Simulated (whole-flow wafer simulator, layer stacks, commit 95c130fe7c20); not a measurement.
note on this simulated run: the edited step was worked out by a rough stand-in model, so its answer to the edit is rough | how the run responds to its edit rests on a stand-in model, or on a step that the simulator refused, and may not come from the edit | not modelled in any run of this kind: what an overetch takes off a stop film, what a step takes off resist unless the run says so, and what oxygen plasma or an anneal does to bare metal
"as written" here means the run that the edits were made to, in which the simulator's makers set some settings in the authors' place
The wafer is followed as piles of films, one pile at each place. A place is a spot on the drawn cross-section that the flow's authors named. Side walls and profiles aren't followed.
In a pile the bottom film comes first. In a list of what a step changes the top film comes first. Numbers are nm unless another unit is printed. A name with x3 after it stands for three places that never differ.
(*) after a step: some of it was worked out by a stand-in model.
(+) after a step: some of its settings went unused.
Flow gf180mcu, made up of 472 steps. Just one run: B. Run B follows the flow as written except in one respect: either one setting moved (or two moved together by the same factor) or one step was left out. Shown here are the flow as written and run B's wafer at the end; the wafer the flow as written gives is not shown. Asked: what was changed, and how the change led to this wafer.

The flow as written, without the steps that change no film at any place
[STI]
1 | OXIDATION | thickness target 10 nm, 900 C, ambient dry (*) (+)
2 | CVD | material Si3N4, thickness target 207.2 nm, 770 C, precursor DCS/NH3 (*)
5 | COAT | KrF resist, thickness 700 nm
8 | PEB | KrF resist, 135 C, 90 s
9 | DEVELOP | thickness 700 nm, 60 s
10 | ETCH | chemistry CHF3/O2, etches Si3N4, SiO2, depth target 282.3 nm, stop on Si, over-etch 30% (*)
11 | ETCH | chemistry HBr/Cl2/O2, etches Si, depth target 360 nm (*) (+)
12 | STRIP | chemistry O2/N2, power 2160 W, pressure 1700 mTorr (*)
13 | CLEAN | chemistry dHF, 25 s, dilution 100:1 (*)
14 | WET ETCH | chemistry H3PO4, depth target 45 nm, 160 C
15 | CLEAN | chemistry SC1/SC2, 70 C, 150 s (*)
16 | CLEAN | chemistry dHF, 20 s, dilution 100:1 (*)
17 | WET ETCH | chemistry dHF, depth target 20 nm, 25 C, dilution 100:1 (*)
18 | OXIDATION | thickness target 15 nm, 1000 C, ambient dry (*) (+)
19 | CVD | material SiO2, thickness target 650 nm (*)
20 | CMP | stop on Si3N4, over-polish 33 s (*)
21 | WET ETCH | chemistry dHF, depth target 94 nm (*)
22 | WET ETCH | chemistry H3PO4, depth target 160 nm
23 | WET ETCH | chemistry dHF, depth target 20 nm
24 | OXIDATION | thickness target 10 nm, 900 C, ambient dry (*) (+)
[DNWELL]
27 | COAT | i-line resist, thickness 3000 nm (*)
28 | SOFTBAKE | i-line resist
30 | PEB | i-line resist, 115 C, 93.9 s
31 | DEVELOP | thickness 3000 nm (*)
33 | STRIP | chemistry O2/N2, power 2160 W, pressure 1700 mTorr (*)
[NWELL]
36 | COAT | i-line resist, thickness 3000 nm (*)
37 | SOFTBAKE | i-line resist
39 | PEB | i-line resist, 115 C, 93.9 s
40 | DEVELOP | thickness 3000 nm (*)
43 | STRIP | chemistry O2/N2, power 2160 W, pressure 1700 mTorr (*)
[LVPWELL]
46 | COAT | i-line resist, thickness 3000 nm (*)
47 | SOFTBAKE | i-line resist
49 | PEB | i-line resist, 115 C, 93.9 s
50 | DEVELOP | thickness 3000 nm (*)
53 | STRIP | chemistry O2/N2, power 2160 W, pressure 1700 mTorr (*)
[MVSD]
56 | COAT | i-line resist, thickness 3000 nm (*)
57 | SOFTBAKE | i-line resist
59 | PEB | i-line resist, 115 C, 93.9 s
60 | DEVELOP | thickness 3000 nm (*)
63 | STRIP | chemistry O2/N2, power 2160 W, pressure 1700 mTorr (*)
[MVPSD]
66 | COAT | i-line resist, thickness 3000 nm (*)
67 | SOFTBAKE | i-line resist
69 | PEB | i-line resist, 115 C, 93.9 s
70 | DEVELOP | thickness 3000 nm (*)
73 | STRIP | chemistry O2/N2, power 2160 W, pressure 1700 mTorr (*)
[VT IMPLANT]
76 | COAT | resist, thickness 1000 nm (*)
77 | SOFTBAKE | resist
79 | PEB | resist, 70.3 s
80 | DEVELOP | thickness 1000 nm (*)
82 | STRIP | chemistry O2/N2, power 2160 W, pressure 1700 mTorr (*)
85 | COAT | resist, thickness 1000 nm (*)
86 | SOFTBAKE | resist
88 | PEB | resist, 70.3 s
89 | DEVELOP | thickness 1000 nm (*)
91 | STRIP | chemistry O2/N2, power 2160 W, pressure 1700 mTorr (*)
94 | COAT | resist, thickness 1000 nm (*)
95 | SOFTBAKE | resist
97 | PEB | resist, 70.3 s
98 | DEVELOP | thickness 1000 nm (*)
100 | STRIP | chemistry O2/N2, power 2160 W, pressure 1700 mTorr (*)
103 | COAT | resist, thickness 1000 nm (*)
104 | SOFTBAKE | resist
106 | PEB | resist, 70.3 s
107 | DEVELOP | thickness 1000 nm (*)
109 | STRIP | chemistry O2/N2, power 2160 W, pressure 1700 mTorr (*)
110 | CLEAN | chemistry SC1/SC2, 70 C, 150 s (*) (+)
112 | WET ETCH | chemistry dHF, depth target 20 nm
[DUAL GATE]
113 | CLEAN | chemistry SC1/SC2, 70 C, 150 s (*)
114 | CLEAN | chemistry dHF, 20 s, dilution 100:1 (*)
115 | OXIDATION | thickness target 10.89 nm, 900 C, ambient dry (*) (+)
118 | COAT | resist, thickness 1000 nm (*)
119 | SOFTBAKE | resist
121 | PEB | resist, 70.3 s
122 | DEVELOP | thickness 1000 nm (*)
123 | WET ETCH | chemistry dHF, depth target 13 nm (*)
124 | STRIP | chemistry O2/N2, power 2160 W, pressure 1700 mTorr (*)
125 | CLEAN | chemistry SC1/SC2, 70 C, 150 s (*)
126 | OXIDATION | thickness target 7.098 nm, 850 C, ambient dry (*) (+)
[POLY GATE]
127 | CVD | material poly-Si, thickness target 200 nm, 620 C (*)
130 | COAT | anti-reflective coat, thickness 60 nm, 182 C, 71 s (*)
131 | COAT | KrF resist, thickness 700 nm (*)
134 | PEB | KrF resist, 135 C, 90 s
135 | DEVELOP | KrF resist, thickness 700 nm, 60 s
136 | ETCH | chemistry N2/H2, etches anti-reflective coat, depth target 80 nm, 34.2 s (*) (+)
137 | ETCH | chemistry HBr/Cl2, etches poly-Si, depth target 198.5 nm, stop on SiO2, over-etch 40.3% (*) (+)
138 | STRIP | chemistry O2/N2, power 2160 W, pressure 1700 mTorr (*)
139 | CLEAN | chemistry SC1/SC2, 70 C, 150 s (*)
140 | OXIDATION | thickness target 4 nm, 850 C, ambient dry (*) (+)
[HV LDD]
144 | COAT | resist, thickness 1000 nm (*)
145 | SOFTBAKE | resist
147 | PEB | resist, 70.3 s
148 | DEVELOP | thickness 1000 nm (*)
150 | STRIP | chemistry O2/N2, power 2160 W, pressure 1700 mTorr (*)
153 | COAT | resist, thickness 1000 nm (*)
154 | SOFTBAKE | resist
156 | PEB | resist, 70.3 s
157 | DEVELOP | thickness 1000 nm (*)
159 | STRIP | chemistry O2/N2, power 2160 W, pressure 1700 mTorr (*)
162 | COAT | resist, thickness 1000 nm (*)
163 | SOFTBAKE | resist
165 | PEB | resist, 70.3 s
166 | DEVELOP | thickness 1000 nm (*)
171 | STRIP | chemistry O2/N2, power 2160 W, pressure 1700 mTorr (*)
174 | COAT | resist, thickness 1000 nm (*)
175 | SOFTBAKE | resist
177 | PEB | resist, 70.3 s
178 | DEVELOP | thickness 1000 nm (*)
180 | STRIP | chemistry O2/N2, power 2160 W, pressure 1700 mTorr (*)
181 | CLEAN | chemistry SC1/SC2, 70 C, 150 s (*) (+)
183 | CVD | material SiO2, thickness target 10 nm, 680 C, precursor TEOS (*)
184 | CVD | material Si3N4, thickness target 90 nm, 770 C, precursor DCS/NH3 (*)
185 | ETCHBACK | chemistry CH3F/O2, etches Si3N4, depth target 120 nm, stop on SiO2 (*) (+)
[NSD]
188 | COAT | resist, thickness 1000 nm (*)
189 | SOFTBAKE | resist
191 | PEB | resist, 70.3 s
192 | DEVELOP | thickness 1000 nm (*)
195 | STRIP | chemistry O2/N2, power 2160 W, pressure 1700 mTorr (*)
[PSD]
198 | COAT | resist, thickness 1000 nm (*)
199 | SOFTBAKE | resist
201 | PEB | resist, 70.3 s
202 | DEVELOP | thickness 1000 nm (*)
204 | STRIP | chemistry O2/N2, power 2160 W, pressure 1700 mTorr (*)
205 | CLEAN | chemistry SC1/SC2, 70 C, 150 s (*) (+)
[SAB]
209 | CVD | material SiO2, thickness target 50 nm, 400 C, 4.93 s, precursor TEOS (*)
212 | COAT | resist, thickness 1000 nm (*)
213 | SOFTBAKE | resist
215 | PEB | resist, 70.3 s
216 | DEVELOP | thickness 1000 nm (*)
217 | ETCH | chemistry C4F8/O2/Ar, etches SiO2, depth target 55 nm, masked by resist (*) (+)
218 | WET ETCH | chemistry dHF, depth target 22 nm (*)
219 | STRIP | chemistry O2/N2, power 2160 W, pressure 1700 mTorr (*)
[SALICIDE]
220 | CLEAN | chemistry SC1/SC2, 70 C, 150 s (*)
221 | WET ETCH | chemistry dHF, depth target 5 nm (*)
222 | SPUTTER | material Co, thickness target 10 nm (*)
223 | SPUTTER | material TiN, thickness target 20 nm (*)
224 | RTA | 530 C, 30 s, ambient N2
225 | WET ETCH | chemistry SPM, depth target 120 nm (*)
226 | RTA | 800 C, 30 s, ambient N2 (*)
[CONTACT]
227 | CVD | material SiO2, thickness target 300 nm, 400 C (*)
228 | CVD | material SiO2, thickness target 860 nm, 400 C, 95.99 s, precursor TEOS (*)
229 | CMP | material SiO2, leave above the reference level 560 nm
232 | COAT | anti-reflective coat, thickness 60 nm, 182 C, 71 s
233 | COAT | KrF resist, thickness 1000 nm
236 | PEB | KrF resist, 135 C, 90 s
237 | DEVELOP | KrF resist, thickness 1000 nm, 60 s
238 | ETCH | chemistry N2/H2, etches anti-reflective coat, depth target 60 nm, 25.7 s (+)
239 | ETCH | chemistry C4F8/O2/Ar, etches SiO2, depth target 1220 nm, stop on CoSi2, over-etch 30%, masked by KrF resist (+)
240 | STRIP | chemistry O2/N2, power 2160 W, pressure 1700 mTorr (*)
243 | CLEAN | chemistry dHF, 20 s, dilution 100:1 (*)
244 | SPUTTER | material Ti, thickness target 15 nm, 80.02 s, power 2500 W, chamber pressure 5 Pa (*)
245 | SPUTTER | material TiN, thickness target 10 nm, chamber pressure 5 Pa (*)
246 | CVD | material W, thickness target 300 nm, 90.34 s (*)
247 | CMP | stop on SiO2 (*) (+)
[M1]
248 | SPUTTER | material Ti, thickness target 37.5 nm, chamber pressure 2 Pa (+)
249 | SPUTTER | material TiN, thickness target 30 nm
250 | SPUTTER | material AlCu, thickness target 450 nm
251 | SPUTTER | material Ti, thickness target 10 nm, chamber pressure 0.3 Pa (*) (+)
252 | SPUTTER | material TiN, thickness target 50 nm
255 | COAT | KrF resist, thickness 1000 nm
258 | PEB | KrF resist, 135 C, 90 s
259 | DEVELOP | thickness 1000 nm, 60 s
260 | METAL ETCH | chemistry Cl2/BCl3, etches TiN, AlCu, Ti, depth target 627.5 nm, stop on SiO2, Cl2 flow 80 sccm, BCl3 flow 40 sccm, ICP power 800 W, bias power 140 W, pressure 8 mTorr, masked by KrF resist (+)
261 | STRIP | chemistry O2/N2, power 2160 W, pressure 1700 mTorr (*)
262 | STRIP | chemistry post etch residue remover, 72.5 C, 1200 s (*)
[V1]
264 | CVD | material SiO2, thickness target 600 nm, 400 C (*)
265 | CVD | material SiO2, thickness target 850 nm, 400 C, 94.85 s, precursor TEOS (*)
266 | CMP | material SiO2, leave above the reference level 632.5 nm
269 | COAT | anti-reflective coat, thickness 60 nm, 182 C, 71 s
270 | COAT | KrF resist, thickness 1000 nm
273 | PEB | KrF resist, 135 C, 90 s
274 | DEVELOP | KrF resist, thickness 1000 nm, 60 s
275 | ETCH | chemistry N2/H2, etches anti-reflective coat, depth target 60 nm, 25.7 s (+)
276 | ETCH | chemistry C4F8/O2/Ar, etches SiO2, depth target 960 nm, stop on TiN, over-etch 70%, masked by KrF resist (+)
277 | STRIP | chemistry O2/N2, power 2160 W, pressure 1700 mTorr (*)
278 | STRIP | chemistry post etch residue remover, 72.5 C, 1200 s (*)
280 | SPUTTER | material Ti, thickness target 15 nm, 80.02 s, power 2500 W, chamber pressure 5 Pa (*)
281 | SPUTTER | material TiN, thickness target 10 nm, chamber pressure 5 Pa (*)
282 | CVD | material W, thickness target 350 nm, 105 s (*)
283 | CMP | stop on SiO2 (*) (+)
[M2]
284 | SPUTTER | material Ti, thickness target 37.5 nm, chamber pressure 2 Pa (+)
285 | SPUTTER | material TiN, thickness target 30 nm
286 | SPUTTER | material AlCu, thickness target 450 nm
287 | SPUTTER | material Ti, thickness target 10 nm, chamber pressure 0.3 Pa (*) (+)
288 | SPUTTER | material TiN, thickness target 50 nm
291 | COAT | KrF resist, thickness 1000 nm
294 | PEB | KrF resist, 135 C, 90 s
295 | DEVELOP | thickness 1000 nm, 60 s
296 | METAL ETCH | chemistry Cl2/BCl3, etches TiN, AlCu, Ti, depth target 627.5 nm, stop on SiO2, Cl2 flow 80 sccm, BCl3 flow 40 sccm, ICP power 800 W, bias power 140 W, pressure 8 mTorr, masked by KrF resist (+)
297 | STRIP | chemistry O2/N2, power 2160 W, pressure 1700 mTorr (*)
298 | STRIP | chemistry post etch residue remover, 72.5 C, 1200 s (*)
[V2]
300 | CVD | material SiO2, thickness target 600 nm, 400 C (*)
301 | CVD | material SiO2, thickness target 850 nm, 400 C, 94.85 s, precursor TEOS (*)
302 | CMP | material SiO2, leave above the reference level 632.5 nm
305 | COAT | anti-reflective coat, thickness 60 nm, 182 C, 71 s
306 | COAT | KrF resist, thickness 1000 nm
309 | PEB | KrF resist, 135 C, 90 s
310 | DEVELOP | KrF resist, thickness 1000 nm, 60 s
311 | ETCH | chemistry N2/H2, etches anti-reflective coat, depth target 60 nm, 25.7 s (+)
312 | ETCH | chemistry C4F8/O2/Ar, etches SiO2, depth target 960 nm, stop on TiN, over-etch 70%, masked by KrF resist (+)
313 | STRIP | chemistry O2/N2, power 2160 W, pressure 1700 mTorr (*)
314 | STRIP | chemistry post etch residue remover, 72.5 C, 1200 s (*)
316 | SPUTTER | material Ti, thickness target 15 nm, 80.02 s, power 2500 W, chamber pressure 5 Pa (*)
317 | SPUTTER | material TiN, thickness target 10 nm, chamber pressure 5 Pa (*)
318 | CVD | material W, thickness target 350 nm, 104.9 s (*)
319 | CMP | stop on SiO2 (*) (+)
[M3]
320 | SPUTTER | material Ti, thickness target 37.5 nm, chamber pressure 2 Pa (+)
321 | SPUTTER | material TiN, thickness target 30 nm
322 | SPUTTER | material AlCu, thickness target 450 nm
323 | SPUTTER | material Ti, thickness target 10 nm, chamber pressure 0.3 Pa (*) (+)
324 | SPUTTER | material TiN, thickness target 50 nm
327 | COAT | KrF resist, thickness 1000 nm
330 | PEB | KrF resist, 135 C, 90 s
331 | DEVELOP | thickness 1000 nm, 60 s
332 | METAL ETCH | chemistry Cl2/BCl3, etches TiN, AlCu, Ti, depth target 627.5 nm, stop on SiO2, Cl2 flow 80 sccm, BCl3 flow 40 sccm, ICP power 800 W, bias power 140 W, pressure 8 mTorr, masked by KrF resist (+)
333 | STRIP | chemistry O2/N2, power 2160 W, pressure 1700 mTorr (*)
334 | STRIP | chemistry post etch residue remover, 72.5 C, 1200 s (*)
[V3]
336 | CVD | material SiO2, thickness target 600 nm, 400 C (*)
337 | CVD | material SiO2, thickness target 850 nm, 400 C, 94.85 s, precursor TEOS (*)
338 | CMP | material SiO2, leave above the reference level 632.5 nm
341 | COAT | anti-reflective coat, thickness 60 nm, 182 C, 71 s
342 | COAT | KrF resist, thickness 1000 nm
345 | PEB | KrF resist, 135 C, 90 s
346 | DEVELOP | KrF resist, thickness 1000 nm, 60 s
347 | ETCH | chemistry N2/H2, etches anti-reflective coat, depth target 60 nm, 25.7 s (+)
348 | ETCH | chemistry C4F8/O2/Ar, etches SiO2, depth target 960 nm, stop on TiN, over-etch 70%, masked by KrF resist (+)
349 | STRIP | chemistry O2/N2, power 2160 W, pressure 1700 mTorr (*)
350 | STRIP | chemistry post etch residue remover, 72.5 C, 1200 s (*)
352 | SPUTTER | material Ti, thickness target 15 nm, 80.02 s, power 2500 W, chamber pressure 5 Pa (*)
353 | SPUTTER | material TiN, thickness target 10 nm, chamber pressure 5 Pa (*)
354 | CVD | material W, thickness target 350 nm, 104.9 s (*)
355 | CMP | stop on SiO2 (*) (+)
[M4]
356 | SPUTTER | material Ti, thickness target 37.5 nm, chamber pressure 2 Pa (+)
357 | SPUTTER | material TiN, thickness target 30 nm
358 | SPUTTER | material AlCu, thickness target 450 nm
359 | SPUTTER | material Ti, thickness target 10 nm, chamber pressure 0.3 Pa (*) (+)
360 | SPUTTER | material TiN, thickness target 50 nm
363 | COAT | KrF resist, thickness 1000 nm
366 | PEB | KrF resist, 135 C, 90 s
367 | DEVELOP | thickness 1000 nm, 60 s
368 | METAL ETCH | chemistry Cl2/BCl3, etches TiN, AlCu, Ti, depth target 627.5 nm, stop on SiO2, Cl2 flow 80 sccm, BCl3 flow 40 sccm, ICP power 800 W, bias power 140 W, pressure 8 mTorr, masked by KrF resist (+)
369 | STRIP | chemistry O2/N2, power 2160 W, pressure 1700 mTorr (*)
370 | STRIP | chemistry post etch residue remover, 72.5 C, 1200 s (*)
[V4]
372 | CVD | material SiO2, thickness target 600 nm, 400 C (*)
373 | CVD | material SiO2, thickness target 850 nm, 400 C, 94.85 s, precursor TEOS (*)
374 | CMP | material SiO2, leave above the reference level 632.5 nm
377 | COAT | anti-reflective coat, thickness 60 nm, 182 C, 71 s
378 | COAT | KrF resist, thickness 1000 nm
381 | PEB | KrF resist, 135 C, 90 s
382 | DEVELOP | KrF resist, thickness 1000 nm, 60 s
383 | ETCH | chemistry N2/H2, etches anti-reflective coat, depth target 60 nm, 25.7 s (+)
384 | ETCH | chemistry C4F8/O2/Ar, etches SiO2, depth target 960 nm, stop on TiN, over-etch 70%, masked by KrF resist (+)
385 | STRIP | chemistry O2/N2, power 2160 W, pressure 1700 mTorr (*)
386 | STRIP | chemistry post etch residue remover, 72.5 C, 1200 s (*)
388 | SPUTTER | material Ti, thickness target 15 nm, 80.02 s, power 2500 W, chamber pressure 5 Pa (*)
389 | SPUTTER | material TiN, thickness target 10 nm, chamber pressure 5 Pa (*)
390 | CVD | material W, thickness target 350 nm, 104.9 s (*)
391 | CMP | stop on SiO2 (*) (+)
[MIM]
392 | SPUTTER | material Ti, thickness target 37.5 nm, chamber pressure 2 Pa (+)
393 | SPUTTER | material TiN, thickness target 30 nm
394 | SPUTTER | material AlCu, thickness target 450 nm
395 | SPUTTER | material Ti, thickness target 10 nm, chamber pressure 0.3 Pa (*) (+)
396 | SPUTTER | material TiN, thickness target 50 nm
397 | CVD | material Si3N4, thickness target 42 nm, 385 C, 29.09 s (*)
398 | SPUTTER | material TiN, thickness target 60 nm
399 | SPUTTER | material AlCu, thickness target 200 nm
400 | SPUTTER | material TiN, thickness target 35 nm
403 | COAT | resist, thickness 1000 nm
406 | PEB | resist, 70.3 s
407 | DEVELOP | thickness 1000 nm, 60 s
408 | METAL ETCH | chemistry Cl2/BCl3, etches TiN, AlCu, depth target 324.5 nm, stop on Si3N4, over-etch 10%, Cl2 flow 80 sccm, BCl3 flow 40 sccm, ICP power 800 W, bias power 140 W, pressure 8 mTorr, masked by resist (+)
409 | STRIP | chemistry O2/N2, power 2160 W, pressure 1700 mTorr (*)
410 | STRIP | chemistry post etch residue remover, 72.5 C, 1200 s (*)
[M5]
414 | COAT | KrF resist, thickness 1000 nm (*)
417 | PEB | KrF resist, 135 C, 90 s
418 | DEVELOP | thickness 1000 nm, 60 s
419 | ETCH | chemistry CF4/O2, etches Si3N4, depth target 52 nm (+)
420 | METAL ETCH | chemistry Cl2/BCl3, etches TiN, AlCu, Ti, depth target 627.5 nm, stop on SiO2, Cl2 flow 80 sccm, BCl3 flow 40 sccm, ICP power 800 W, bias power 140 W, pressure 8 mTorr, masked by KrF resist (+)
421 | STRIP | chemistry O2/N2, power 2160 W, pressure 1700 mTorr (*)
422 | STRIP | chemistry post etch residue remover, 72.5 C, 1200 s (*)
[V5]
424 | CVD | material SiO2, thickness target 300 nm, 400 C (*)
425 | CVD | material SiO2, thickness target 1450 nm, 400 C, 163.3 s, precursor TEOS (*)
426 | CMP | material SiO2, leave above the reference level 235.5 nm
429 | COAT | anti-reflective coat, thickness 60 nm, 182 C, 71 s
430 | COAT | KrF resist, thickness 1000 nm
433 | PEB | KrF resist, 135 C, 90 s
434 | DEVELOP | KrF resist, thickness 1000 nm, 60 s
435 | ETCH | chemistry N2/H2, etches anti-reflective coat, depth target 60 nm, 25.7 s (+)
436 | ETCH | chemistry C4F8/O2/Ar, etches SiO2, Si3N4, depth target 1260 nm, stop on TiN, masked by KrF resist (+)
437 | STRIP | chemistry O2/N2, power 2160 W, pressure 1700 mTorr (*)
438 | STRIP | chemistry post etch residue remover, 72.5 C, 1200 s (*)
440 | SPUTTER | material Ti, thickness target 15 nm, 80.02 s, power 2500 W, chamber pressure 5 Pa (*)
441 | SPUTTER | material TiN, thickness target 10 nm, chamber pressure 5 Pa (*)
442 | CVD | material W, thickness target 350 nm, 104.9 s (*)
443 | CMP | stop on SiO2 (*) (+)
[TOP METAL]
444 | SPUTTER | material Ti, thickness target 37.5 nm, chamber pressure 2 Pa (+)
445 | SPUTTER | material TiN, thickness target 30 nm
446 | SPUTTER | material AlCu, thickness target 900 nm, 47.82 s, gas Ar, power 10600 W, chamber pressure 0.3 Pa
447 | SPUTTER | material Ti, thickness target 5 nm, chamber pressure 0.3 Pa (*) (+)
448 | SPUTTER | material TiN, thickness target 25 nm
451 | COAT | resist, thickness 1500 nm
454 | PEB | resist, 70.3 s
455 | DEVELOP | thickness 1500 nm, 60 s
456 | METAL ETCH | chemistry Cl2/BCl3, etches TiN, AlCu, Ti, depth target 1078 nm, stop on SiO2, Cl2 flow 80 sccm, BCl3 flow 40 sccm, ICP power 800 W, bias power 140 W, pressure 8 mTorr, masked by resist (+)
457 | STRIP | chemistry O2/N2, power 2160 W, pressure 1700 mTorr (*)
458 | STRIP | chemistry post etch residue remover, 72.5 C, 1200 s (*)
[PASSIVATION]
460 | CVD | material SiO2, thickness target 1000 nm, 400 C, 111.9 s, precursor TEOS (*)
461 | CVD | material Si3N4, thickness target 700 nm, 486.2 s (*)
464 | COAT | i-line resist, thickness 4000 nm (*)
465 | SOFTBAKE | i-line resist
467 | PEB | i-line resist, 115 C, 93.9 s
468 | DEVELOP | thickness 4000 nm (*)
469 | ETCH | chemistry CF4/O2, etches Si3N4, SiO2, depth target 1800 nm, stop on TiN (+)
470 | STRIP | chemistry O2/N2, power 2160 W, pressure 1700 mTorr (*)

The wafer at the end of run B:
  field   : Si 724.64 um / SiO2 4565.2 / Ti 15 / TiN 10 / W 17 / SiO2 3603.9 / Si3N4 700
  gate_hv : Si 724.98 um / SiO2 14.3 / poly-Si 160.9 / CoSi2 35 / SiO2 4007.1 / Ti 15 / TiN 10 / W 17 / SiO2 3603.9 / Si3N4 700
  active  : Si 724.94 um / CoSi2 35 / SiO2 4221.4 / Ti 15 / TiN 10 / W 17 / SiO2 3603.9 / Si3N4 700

Cause: step 337, CVD: thickness target 468 nm was run, though the flow has thickness target 850 nm; step 337, CVD: 52.17 s was run, where the flow has 94.85 s.

How this came from the change, step by step:
  337 | CVD | material SiO2, thickness target 850 nm, 400 C, 94.85 s, precursor TEOS (*)
      field, field__w1, field__w2 and 108 more: SiO2 gains 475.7 (it would be, as written: SiO2 gains 850)
  338 | CMP | material SiO2, leave above the reference level 632.5 nm
      field, field__w1, field__w2 and 103 more: nothing (it would be, as written: SiO2 loses 300)
      field__w8, contact, m1, m1__w1, m1_nw: SiO2 loses 502.8 (it would be, as written: SiO2 loses 877.1)
  341 | COAT | anti-reflective coat, thickness 60 nm, 182 C, 71 s
      field: anti-reflective coat gains 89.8 (new film) (it would be, as written: anti-reflective coat gains 60 (new film))
      field__w8: anti-reflective coat gains 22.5 (new film) (it would be, as written: anti-reflective coat gains 60 (new film))
      (and at 15 other places as well)
  342 | COAT | KrF resist, thickness 1000 nm
      contact: KrF resist gains 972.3 (new film) (it would be, as written: KrF resist gains 1000 (new film))
      m1: KrF resist gains 968.5 (new film) (it would be, as written: KrF resist gains 1000 (new film))
      (and at 4 other places as well)
  346 | DEVELOP | KrF resist, thickness 1000 nm, 60 s
      contact: KrF resist loses 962 (all of it) (it would be, as written: KrF resist loses 989.5 (all of it))
  347 | ETCH | chemistry N2/H2, etches anti-reflective coat, depth target 60 nm, 25.7 s (+)
      contact: anti-reflective coat loses 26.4 (all of it), SiO2 loses 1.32 (it would be, as written: anti-reflective coat loses 60 (all of it), SiO2 loses 0.46)
  349 | STRIP | chemistry O2/N2, power 2160 W, pressure 1700 mTorr (*)
      field: KrF resist loses 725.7 (all of it), anti-reflective coat loses 89.8 (all of it) (it would be, as written: KrF resist loses 739.2 (all of it), anti-reflective coat loses 60 (all of it))
      field__w8: KrF resist loses 730.2 (all of it), anti-reflective coat loses 22.5 (all of it) (it would be, as written: KrF resist loses 739.2 (all of it), anti-reflective coat loses 60 (all of it))
      (and at 15 other places as well)
  354 | CVD | material W, thickness target 350 nm, 104.9 s (*)
      contact: W gains 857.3 (new film) (it would be, as written: W gains 932.3 (new film))
  355 | CMP | stop on SiO2 (*) (+)
      field, field__w1, field__w2 and 103 more: W loses 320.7 (it would be, as written: W loses 350 (all of it), TiN loses 10 (all of it), Ti loses 15 (all of it), SiO2 loses 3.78)
      field__w8, m1, m1__w1, m1_nw: W loses 350 (all of it), TiN loses 10 (all of it), Ti loses 15 (all of it), SiO2 loses 20 (it would be, as written: W loses 350 (all of it), TiN loses 10 (all of it), Ti loses 15 (all of it), SiO2 loses 3.78)
      (and at 1 other place as well)
  368 | METAL ETCH | chemistry Cl2/BCl3, etches TiN, AlCu, Ti, depth target 627.5 nm, stop on SiO2, Cl2 flow 80 sccm, BCl3 flow 40 sccm, ICP power 800 W, bias power 140 W, pressure 8 mTorr, masked by KrF resist (+)
      field, field__w1, field__w2 and 103 more: TiN loses 50 (all of it), Ti loses 10 (all of it), AlCu loses 450 (all of it), TiN loses 30 (all of it), Ti loses 37.5 (all of it), W loses 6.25 (it would be, as written: TiN loses 50 (all of it), Ti loses 10 (all of it), AlCu loses 450 (all of it), TiN loses 30 (all of it), Ti loses 37.5 (all of it))
  370 | STRIP | chemistry post etch residue remover, 72.5 C, 1200 s (*)
      field, field__w1, field__w2 and 103 more: W loses 6.01 (it would be, as written: nothing)
  372 | CVD | material SiO2, thickness target 600 nm, 400 C (*)
      field, field__w1, field__w2 and 103 more: SiO2 gains 600 (new film) (it would be, as written: SiO2 gains 600)
  374 | CMP | material SiO2, leave above the reference level 632.5 nm
      field, field__w1, field__w2 and 103 more: SiO2 loses 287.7 (it would be, as written: SiO2 loses 300)
If metal films that touch count as one body, field has 1 body; the flow as written gives 0 bodies.
If metal films that touch count as one body, gate_hv has 2 bodies (between them, from the top down: SiO2 4007.1); the flow as written gives 1 body.
If metal films that touch count as one body, active has 2 bodies (between them, from the top down: SiO2 4221.4); the flow as written gives 1 body.
